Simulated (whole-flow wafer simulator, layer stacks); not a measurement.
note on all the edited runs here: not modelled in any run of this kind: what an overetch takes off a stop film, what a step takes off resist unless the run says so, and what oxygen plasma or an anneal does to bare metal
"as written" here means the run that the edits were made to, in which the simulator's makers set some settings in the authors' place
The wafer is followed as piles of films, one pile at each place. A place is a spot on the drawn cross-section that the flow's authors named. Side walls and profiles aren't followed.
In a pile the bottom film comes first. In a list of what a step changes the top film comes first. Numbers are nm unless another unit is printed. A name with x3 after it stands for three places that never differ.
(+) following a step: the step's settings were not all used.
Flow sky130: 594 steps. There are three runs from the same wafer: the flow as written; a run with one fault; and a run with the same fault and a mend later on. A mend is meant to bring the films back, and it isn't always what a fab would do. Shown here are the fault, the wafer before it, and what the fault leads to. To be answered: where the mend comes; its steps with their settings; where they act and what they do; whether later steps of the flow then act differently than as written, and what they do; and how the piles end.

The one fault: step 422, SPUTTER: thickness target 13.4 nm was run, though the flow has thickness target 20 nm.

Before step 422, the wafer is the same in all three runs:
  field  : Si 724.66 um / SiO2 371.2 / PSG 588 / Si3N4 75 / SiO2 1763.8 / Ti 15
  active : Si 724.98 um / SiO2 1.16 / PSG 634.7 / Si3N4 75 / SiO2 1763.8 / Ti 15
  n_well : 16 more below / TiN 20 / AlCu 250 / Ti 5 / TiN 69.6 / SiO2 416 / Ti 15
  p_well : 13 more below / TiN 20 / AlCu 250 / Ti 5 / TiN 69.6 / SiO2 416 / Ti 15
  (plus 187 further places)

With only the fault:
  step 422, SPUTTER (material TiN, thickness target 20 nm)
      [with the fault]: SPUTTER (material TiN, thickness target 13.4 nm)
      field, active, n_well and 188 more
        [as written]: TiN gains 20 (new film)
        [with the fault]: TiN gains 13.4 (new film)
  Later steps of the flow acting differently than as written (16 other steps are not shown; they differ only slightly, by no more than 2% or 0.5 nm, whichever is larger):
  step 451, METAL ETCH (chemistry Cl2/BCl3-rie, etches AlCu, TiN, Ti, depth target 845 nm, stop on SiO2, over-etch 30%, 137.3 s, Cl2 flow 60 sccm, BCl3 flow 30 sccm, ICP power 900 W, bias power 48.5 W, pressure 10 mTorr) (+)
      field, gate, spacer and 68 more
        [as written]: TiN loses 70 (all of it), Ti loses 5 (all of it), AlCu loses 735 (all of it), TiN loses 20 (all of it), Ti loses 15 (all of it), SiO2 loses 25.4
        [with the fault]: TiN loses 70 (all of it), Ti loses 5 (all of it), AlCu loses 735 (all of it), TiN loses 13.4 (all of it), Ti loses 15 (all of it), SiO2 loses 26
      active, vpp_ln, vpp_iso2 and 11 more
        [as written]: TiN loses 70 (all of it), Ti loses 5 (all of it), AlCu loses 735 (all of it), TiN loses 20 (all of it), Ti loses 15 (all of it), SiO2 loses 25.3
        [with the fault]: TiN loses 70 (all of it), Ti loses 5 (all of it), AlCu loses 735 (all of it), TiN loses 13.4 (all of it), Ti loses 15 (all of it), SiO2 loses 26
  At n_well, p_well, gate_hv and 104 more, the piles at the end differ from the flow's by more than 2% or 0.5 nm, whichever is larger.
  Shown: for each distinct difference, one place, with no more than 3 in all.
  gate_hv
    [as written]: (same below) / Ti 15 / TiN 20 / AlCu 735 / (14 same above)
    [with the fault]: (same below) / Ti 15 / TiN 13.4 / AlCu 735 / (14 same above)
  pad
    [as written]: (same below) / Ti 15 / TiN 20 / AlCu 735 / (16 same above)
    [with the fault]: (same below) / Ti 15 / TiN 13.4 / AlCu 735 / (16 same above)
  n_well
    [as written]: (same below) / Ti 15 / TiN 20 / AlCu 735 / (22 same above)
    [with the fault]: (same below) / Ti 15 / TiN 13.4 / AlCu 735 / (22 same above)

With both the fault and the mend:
  The mend stands after step 422.
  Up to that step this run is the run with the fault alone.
  step 422a, SPUTTER (material TiN, thickness target 6.6 nm) (a further turn of the flow's step 422, with different settings)
      field, active, n_well and 188 more
        TiN gains 6.6
  Every later step of the flow that is run acts as written at every place that is followed.
  At every place that both follow, the piles at the end match the flow's.
